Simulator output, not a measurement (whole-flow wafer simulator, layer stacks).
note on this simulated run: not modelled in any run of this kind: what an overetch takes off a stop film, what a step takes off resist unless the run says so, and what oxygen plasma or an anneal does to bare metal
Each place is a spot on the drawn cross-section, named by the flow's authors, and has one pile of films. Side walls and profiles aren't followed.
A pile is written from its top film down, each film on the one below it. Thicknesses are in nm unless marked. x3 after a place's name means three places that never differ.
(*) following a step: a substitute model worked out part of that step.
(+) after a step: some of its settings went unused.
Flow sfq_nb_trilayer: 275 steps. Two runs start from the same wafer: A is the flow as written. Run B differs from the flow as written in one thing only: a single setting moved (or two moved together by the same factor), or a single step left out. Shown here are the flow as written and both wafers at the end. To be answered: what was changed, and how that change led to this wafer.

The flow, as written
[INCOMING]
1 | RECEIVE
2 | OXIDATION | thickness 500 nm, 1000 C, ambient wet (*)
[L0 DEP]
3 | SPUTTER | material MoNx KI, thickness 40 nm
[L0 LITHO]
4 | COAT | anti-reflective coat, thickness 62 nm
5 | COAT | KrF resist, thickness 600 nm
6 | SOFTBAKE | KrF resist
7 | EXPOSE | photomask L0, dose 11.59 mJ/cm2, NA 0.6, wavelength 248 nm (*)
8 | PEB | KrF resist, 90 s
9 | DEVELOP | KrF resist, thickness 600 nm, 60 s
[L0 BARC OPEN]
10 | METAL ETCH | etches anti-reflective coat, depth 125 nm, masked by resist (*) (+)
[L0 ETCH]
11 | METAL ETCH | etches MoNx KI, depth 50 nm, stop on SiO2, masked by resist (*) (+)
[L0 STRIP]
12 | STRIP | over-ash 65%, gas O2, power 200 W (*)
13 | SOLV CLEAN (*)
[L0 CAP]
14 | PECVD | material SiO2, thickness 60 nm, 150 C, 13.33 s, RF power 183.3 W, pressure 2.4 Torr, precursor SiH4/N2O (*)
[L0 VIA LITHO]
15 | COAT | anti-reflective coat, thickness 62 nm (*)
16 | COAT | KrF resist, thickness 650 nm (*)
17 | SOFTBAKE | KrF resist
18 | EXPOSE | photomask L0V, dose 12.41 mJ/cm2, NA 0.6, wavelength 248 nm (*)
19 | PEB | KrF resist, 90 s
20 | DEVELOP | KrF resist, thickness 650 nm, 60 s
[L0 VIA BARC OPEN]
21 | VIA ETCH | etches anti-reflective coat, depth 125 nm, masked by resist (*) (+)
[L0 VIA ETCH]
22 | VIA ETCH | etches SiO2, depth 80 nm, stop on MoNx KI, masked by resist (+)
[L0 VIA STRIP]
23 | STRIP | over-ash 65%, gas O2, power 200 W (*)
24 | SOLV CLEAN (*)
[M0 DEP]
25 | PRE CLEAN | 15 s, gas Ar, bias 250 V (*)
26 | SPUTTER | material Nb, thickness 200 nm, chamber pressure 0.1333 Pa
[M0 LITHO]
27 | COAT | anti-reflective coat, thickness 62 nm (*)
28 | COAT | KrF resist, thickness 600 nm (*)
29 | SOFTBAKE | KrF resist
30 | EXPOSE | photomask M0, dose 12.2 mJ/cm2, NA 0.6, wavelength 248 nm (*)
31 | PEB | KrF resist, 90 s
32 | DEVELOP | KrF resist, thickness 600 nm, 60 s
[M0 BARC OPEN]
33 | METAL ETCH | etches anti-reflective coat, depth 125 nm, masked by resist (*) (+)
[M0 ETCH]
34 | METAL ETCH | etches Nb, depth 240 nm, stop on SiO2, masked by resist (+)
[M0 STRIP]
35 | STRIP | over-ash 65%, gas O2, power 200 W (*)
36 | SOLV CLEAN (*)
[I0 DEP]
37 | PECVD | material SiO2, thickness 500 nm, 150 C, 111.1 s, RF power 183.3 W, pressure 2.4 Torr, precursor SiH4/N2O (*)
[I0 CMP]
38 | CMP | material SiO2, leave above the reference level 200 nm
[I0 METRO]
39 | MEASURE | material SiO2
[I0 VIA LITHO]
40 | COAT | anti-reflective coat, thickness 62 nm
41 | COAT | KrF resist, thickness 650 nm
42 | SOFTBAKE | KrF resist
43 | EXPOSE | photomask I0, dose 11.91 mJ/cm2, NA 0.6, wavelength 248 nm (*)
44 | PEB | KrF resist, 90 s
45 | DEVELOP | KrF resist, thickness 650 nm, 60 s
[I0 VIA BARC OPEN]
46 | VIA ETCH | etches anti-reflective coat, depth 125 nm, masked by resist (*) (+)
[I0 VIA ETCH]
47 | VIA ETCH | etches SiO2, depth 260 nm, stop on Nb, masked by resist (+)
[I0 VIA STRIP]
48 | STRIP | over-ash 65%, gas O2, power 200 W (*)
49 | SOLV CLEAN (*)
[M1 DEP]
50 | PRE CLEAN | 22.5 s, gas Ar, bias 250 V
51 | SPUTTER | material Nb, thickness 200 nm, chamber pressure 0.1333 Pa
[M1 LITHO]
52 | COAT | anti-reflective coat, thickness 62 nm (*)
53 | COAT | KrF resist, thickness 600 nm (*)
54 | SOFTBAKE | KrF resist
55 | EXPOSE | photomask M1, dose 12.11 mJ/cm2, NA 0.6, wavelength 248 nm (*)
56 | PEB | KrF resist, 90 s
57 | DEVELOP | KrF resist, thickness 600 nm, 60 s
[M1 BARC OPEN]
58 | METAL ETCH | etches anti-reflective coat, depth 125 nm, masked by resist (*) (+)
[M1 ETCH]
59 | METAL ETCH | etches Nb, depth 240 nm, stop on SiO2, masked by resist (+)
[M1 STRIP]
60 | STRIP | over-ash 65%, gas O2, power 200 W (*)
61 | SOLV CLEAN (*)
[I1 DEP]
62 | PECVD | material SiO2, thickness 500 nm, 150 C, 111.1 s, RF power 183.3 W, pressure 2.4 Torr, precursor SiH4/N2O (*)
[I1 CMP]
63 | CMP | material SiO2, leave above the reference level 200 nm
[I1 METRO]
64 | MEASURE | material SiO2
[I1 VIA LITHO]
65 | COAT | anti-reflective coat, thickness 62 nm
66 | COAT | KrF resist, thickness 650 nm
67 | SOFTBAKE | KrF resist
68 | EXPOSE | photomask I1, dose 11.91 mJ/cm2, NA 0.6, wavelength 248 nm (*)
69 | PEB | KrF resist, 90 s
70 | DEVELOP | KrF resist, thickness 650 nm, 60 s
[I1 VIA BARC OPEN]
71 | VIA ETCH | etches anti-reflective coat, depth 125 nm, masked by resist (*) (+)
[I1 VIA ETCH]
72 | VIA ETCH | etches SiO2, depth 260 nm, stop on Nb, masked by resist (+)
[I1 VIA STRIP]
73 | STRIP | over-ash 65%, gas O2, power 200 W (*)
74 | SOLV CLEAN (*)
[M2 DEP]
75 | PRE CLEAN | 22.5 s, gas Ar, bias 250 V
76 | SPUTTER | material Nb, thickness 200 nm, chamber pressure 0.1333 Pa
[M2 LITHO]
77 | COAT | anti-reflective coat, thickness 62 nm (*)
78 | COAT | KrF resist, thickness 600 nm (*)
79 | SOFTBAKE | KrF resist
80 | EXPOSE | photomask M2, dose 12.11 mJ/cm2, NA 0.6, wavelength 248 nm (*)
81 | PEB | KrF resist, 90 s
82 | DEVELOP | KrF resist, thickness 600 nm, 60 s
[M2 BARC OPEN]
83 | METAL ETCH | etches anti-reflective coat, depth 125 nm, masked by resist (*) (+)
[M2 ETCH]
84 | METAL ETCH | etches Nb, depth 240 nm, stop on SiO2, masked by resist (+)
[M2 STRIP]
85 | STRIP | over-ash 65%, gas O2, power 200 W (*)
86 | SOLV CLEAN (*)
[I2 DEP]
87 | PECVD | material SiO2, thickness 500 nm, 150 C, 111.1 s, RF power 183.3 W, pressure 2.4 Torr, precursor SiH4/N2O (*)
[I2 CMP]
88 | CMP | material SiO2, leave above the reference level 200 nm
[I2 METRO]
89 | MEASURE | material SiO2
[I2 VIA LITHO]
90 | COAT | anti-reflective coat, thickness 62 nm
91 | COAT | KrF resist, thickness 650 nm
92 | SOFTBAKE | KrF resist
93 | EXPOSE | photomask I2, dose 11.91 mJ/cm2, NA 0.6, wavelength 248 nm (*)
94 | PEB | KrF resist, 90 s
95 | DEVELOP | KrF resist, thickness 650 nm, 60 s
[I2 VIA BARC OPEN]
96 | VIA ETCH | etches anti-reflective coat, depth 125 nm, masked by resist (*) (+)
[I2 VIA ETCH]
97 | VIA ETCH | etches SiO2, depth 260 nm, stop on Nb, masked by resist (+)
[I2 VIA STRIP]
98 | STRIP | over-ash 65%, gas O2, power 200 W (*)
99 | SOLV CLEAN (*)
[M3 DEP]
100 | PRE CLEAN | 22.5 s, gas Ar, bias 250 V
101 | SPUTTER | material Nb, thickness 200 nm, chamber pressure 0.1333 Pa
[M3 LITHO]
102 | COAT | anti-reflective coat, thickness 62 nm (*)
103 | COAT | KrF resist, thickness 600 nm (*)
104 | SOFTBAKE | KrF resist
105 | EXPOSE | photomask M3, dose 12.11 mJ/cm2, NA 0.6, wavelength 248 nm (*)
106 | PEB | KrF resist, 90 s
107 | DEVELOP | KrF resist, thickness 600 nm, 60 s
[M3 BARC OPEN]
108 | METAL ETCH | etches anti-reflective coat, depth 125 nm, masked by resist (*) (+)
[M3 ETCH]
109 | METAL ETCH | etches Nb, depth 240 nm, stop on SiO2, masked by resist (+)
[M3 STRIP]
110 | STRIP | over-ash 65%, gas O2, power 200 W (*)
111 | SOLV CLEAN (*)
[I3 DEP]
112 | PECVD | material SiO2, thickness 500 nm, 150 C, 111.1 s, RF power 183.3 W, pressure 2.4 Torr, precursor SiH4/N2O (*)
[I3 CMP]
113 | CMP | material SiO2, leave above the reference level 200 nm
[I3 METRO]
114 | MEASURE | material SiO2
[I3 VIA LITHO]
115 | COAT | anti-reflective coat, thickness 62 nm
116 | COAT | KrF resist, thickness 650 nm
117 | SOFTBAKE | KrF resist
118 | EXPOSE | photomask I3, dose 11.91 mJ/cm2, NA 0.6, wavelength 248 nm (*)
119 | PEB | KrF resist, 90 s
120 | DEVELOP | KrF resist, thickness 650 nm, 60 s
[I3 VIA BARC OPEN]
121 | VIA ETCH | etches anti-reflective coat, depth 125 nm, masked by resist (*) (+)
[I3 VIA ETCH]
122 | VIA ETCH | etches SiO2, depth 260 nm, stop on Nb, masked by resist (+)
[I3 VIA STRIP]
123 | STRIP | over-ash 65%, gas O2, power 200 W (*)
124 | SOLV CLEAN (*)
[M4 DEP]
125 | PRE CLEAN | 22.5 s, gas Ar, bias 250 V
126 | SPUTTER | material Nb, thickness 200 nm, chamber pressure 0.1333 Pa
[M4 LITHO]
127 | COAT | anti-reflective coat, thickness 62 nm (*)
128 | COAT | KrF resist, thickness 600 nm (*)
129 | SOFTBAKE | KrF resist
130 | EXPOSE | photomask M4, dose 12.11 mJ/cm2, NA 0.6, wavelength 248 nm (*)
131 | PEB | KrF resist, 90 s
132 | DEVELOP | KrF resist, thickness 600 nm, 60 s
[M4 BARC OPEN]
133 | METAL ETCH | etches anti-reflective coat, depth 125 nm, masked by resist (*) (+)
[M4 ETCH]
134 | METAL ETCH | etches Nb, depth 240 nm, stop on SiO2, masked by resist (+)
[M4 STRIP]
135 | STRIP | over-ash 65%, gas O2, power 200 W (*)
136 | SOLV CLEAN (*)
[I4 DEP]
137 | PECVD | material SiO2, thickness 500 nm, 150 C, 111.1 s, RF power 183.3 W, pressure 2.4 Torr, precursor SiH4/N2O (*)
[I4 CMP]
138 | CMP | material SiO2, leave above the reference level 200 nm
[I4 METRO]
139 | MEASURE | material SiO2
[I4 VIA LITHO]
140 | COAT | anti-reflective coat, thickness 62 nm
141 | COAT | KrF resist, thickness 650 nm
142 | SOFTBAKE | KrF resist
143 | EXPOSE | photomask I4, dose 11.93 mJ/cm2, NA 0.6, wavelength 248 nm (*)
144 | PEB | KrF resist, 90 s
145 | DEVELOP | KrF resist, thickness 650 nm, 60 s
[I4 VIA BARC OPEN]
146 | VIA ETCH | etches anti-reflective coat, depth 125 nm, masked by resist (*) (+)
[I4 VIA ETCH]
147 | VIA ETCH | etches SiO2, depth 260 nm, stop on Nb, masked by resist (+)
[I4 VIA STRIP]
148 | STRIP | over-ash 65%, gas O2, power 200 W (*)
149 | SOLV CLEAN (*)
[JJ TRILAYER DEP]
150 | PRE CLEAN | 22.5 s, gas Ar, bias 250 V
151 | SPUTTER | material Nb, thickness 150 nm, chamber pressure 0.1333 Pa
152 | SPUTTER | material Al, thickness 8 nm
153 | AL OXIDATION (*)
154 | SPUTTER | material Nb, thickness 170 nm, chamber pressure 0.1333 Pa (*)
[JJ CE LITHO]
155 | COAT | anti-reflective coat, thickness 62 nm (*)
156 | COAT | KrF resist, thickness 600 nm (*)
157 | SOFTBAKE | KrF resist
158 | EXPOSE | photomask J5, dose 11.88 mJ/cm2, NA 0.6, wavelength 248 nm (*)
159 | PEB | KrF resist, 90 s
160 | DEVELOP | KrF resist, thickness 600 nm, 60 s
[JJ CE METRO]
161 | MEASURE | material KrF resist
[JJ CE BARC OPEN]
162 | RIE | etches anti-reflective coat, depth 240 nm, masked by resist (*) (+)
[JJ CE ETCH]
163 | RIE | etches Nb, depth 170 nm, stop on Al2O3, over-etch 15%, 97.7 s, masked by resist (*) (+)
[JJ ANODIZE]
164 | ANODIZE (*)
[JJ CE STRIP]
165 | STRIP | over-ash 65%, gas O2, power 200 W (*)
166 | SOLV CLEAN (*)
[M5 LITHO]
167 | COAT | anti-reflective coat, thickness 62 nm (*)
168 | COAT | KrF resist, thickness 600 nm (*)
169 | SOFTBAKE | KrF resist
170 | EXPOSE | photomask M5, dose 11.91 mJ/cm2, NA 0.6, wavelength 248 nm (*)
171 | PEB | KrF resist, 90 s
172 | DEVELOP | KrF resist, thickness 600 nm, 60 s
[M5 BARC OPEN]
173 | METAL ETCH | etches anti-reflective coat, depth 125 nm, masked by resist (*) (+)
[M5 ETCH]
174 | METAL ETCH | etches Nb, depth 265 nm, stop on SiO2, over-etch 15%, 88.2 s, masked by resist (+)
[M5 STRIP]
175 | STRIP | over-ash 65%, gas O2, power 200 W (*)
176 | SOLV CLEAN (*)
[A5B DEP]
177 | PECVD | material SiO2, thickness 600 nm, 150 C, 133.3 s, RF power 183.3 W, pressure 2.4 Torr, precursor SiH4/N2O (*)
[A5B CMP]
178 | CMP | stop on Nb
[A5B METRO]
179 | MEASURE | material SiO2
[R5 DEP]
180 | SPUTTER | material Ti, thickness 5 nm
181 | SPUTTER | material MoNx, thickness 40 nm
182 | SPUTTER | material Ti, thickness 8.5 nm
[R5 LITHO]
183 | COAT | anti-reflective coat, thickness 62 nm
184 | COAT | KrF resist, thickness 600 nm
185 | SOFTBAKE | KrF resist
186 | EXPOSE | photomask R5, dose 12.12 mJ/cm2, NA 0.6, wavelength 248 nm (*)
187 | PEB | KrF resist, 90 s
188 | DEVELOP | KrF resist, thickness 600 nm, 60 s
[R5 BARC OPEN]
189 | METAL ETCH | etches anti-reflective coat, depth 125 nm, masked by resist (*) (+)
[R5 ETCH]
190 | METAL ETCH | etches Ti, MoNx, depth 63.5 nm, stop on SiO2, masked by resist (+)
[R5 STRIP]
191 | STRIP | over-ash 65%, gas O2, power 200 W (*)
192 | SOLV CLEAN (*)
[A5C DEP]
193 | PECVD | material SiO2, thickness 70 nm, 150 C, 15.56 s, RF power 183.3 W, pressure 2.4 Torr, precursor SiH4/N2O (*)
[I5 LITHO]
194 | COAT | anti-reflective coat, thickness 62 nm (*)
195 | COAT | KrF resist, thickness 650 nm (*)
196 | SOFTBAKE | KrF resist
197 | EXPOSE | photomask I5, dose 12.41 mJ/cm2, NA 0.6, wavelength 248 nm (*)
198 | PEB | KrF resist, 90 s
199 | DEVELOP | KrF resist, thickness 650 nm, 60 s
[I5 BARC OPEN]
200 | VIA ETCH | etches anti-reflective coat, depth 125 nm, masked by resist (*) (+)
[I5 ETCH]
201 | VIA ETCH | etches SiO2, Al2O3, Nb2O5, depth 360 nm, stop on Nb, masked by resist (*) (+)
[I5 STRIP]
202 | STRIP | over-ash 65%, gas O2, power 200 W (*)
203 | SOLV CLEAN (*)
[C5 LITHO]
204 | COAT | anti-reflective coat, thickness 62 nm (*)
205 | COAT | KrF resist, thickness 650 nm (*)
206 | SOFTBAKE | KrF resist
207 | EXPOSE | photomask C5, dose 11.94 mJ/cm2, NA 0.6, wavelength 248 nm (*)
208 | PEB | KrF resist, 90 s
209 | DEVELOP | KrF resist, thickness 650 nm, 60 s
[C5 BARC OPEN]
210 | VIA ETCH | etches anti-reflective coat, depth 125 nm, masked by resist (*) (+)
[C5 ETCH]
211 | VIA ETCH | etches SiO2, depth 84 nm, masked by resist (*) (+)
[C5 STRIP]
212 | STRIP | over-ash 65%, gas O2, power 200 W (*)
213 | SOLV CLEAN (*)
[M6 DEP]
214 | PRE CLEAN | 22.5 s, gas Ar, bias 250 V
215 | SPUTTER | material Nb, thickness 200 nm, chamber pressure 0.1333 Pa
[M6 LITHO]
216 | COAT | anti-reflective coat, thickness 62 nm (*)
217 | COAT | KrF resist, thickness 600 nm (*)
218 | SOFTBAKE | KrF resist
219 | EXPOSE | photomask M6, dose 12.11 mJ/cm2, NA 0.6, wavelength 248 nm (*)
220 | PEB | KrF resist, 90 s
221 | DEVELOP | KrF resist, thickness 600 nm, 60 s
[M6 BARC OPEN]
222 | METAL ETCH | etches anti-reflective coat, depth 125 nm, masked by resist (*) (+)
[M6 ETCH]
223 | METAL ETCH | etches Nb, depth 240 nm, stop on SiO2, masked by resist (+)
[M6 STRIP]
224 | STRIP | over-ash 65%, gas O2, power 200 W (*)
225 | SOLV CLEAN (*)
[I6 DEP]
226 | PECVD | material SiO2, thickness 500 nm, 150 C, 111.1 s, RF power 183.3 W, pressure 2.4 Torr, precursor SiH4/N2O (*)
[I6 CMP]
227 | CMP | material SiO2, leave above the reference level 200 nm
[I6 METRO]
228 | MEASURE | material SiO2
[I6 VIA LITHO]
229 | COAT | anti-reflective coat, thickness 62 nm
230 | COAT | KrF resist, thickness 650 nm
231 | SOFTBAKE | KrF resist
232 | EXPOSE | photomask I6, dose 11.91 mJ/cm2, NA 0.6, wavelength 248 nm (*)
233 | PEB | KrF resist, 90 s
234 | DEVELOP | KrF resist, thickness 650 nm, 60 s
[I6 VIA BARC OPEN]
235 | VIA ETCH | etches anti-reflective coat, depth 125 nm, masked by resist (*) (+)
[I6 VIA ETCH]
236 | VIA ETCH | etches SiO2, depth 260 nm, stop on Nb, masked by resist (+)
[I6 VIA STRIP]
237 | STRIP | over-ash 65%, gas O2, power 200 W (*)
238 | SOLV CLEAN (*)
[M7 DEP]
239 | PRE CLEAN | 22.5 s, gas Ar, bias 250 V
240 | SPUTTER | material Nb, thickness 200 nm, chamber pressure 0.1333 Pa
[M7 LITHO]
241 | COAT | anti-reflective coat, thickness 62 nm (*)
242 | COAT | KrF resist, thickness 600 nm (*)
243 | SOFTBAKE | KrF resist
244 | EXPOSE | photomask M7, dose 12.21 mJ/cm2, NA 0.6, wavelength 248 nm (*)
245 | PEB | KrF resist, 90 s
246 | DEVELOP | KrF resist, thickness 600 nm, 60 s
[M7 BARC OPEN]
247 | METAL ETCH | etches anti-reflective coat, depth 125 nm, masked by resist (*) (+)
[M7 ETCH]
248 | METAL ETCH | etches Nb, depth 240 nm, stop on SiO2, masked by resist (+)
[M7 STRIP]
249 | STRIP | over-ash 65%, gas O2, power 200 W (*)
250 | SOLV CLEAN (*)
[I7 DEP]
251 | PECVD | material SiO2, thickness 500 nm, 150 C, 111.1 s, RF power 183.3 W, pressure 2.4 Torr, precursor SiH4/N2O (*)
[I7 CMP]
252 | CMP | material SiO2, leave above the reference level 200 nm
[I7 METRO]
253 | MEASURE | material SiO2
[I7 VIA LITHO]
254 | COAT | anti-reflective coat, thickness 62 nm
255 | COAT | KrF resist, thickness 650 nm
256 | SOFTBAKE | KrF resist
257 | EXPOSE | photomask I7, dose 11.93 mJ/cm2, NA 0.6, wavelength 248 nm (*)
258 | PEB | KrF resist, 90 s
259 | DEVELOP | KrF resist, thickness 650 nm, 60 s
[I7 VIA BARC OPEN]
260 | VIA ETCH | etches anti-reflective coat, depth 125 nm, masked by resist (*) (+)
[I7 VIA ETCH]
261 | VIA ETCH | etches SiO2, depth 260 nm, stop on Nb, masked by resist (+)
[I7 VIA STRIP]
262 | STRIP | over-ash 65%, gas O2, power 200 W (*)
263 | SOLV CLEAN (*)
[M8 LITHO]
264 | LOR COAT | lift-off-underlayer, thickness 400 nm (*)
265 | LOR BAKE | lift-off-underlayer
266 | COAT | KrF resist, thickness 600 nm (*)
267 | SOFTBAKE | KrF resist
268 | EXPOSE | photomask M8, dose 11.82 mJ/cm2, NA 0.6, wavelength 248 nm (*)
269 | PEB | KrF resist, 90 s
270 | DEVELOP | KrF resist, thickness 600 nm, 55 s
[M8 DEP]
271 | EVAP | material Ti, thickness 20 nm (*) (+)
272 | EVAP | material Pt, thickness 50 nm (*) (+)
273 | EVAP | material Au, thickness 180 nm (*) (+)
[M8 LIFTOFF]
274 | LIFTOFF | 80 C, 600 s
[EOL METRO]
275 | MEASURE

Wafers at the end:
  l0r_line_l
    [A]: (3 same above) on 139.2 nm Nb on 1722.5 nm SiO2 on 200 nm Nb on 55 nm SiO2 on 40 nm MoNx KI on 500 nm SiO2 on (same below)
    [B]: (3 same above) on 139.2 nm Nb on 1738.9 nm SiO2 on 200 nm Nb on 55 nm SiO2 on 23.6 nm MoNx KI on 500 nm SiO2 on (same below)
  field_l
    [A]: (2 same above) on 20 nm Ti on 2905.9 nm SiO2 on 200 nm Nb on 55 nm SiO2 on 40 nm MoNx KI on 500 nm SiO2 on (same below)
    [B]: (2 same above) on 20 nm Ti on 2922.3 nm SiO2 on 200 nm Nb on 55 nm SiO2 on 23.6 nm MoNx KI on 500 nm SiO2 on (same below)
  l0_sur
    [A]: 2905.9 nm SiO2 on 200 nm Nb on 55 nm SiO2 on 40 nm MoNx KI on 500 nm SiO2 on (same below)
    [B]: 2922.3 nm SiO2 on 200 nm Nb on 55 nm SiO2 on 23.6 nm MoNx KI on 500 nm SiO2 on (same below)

Cause: step 3, SPUTTER: thickness 23.6 nm was run, though the flow has thickness 40 nm.
The wafer lets one read it off: l0r_line_l has MoNx KI 23.6, and step 3 as written asks for 40 nm.

The path from the change to this, step by step:
  3 | SPUTTER | material MoNx KI, thickness 40 nm
      field_l, v_sur, via_wl and 103 more: A MoNx KI gains 40 (new film) | B MoNx KI gains 23.6 (new film)
  11 | METAL ETCH | etches MoNx KI, depth 50 nm, stop on SiO2, masked by resist (*) (+)
      v_sur, via_wl, via_w and 97 more: A MoNx KI loses 40 (all of it) | B MoNx KI loses 23.6 (all of it)
      field_l, l0_sur, l0v, l0r_line_l, l0r_line_c, l0r_line_r: A KrF resist loses 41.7 | B KrF resist loses 29.5
  12 | STRIP | over-ash 65%, gas O2, power 200 W (*)
      field_l, l0_sur, l0v, l0r_line_l, l0r_line_c, l0r_line_r: A KrF resist loses 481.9 (all of it), anti-reflective coat loses 62 (all of it) | B KrF resist loses 494.1 (all of it), anti-reflective coat loses 62 (all of it)
  15 | COAT | anti-reflective coat, thickness 62 nm (*)
      field_l: A anti-reflective coat gains 56.7 (new film) | B anti-reflective coat gains 58.6 (new film)
      v_sur: A anti-reflective coat gains 72.2 (new film) | B anti-reflective coat gains 68.1 (new film)
      (and at 3 other places as well)
  23 | STRIP | over-ash 65%, gas O2, power 200 W (*)
      field_l: A KrF resist loses 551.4 (all of it), anti-reflective coat loses 56.7 (all of it) | B KrF resist loses 554.9 (all of it), anti-reflective coat loses 58.6 (all of it)
      v_sur: A KrF resist loses 570.5 (all of it), anti-reflective coat loses 72.2 (all of it) | B KrF resist loses 565.8 (all of it), anti-reflective coat loses 68.1 (all of it)
      (and at 3 other places as well)
  27 | COAT | anti-reflective coat, thickness 62 nm (*)
      field_l: A anti-reflective coat gains 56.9 (new film) | B anti-reflective coat gains 58.8 (new film)
      v_sur: A anti-reflective coat gains 72.3 (new film) | B anti-reflective coat gains 68.1 (new film)
      (and at 3 other places as well)
  35 | STRIP | over-ash 65%, gas O2, power 200 W (*)
      field_l: A KrF resist loses 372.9 (all of it), anti-reflective coat loses 56.9 (all of it) | B KrF resist loses 376.8 (all of it), anti-reflective coat loses 58.8 (all of it)
      v_sur: A KrF resist loses 391.6 (all of it), anti-reflective coat loses 72.3 (all of it) | B KrF resist loses 387.7 (all of it), anti-reflective coat loses 68.1 (all of it)
      (and at 3 other places as well)
  38 | CMP | material SiO2, leave above the reference level 200 nm
      field_l, l0_sur, l0r_line_l, l0r_line_c, l0r_line_r: A SiO2 loses 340 | B SiO2 loses 323.6
      l0v: A SiO2 loses 277.8 | B SiO2 loses 261.4
